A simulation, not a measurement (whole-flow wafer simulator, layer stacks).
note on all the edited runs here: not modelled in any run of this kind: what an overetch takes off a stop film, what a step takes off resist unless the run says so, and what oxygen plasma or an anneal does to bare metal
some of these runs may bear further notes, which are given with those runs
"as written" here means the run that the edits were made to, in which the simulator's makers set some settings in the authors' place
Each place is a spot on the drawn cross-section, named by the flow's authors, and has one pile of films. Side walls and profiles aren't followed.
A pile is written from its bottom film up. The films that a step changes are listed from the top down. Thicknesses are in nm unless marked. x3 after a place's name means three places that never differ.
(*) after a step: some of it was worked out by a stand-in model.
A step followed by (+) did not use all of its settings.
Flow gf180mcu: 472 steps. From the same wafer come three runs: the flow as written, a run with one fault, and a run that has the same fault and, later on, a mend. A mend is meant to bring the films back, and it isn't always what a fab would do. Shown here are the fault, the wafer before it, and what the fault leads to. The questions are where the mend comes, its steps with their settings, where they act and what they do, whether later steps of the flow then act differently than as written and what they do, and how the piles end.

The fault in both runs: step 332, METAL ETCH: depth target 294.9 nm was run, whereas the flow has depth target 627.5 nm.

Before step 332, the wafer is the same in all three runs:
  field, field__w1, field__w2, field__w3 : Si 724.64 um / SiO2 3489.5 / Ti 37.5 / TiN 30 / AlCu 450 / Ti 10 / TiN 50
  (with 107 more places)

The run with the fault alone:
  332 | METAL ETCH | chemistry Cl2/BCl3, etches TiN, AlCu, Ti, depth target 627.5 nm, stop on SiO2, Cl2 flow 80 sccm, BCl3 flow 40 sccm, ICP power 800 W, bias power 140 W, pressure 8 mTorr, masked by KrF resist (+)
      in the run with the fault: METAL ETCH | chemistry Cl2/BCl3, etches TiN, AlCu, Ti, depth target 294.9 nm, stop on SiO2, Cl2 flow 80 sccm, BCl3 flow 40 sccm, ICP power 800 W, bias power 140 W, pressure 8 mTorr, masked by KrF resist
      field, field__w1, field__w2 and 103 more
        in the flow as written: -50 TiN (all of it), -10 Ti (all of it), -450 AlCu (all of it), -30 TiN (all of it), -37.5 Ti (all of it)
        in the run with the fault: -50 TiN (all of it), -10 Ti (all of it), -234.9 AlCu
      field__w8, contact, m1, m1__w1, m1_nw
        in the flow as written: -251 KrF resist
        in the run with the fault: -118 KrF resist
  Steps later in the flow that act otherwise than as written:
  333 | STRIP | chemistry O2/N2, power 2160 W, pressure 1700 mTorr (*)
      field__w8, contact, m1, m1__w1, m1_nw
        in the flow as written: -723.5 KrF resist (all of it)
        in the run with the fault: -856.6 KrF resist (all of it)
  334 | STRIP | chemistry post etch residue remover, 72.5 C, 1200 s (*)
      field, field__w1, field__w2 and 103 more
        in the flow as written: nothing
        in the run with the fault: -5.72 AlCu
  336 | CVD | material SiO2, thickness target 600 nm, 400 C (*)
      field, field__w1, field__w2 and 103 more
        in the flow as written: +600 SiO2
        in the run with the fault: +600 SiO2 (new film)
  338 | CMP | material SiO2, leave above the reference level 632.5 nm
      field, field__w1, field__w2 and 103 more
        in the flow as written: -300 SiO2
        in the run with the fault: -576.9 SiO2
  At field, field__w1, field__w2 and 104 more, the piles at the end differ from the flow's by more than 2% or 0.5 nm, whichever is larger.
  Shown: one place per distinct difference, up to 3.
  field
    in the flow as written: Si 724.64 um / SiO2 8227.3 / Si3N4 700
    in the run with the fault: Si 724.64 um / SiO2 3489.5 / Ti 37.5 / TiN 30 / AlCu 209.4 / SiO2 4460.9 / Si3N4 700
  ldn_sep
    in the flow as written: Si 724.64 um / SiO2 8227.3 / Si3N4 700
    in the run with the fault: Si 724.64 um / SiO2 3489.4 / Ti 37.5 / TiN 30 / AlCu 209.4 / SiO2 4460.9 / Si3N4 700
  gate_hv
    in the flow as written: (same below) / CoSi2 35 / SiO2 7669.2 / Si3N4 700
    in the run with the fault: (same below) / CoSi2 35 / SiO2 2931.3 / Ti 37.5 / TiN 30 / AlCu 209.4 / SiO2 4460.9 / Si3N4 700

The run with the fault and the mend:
  The mend stands after step 332.
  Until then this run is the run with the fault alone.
  332a | METAL ETCH | chemistry Cl2/BCl3, etches TiN, AlCu, Ti, depth target 332.6 nm, stop on SiO2, Cl2 flow 80 sccm, BCl3 flow 40 sccm, ICP power 800 W, bias power 140 W, pressure 8 mTorr, masked by KrF resist (+) (a further turn of the flow's step 332, with different settings)
      field, field__w1, field__w2 and 103 more
        -215.1 AlCu (all of it), -30 TiN (all of it), -37.5 Ti (all of it)
      field__w8, contact, m1, m1__w1, m1_nw
        -133 KrF resist
  Every later step of the flow that is run acts as written at every place that is followed.
  At every place that both follow, the piles at the end match the flow's.
